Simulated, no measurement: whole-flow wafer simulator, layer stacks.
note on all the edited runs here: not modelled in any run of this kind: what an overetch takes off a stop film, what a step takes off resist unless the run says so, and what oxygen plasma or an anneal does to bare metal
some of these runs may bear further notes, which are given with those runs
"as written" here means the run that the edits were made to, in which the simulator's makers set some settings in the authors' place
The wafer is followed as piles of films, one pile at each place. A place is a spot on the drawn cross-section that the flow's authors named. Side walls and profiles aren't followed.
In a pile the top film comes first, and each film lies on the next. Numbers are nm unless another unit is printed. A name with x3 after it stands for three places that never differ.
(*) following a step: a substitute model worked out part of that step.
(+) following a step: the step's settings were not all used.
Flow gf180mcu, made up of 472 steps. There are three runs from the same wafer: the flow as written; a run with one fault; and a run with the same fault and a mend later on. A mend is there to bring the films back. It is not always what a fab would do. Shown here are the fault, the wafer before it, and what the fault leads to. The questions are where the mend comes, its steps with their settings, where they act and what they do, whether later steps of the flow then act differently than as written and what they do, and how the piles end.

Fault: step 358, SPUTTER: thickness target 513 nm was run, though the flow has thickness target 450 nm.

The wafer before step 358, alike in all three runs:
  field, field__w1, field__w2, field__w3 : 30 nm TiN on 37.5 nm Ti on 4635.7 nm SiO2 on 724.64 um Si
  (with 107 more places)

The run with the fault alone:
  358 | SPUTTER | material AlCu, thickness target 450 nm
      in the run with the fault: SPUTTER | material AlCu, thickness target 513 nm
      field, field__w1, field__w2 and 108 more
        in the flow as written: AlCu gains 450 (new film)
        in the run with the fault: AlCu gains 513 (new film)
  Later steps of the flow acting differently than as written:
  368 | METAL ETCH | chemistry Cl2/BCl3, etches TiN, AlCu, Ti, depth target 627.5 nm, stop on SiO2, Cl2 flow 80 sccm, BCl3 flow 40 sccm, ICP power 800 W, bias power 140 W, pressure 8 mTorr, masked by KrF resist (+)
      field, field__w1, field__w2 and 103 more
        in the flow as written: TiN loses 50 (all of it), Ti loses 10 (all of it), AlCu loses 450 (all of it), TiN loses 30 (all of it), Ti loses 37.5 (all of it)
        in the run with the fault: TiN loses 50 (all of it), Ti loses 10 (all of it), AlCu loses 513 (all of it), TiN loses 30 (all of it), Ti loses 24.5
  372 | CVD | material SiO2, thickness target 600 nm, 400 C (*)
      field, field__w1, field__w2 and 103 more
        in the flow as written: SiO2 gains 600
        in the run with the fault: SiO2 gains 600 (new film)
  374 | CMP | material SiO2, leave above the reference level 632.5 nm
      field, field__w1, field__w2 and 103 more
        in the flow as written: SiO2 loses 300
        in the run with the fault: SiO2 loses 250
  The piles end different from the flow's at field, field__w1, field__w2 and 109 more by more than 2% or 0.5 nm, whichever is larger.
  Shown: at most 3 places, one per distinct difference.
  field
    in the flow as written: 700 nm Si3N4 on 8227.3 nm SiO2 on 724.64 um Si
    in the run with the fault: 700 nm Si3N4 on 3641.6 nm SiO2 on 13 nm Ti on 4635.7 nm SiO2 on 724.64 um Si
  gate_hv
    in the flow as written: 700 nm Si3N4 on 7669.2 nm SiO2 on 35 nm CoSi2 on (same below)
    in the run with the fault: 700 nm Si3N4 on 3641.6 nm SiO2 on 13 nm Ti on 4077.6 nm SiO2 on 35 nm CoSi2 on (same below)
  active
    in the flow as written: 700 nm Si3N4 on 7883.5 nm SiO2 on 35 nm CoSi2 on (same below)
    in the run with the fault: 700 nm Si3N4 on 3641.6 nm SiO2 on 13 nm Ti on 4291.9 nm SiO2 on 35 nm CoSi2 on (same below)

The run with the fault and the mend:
  After step 358 comes the mend.
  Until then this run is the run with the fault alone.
  358a | METAL ETCH | chemistry Cl2/BCl3, etches TiN, AlCu, Ti, depth target 63 nm, Cl2 flow 80 sccm, BCl3 flow 40 sccm, ICP power 800 W, bias power 140 W, pressure 8 mTorr (a further turn of the flow's step 260, with different settings)
      field, field__w1, field__w2 and 108 more
        AlCu loses 63
  Later steps of the flow that are run all act as written at every place that is followed.
  At every place that both follow, the piles at the end match the flow's.
